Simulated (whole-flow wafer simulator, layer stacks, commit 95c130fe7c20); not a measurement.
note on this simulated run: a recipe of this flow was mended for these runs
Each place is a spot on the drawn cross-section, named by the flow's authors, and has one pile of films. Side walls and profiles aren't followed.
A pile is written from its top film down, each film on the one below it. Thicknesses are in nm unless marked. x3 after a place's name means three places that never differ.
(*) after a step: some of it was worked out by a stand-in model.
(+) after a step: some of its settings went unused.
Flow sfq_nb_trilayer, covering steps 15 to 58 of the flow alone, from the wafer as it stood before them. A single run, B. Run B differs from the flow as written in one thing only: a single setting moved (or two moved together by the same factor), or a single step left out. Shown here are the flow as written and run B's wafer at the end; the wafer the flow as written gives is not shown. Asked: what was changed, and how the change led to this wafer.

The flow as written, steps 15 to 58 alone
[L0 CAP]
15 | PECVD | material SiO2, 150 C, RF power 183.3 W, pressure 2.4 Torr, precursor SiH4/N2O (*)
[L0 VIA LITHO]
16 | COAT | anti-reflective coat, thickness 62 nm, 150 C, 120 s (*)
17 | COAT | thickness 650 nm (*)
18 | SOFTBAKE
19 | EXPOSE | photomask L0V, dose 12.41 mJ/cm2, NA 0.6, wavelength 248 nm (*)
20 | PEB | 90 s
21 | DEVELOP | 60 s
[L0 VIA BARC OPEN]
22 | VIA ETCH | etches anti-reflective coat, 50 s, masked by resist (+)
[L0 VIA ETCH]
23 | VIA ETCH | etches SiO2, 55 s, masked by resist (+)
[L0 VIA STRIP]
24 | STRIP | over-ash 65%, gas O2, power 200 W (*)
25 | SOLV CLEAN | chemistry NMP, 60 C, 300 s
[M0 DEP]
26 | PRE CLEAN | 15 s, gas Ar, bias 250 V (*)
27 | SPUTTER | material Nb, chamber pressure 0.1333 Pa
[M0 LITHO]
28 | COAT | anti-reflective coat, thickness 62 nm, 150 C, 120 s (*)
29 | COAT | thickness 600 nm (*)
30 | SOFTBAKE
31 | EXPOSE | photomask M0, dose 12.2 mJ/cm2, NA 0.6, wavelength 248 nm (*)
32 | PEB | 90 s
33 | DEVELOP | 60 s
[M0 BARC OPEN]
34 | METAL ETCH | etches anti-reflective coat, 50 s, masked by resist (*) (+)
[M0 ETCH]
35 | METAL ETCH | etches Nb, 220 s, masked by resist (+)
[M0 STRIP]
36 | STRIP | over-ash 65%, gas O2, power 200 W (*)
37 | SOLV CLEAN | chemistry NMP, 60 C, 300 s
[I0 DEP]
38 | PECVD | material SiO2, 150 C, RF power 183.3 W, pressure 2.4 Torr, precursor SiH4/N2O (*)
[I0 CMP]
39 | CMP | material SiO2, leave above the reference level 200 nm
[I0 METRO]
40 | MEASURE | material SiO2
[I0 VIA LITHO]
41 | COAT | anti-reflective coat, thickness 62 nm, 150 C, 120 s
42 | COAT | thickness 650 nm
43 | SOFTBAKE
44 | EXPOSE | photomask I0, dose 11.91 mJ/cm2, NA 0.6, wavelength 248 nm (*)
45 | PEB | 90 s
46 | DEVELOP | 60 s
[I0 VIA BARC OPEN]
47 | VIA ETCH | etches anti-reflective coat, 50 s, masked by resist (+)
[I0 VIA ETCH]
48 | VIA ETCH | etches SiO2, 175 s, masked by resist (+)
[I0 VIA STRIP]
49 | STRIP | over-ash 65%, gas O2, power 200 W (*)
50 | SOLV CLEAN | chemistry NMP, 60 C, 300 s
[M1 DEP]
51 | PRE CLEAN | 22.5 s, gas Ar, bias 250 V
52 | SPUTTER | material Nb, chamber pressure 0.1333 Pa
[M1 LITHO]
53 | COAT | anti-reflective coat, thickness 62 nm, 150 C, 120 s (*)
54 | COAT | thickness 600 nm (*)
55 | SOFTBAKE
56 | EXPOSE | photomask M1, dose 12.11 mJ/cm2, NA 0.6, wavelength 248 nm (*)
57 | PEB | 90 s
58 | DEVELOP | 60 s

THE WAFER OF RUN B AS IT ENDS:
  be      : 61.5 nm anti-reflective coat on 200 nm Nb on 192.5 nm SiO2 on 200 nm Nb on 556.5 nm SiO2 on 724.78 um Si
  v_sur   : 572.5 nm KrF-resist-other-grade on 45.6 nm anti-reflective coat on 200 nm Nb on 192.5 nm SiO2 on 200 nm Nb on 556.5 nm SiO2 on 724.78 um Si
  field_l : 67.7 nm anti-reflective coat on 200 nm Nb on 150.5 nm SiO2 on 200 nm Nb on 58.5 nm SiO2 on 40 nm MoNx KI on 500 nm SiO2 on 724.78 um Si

The reason: step 15, PECVD: RF power 205.3 W was run, while the flow as written has RF power 183.3 W.

The path from the change to this, step by step:
  15 | PECVD | material SiO2, 150 C, RF power 183.3 W, pressure 2.4 Torr, precursor SiH4/N2O (*)
      v_sur, via_wl, via_w and 97 more: SiO2 gains 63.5 (it would be, as written: SiO2 gains 60)
      field_l, l0_sur, l0v, l0r_line_l, l0r_line_c, l0r_line_r: SiO2 gains 63.5 (new film) (it would be, as written: SiO2 gains 60 (new film))
  23 | VIA ETCH | etches SiO2, 55 s, masked by resist (+)
      l0v: SiO2 loses 63.1 (all of it), MoNx KI loses 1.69 (it would be, as written: SiO2 loses 59.7 (all of it), MoNx KI loses 2.03)
  28 | COAT | anti-reflective coat, thickness 62 nm, 150 C, 120 s (*)
      l0_sur: anti-reflective coat gains 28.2 (new film) (it would be, as written: anti-reflective coat gains 29.3 (new film))
  36 | STRIP | over-ash 65%, gas O2, power 200 W (*)
      l0_sur: KrF-resist-other-grade loses 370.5 (all of it), anti-reflective coat loses 28.2 (all of it) (it would be, as written: KrF-resist-other-grade loses 370 (all of it), anti-reflective coat loses 29.3 (all of it))
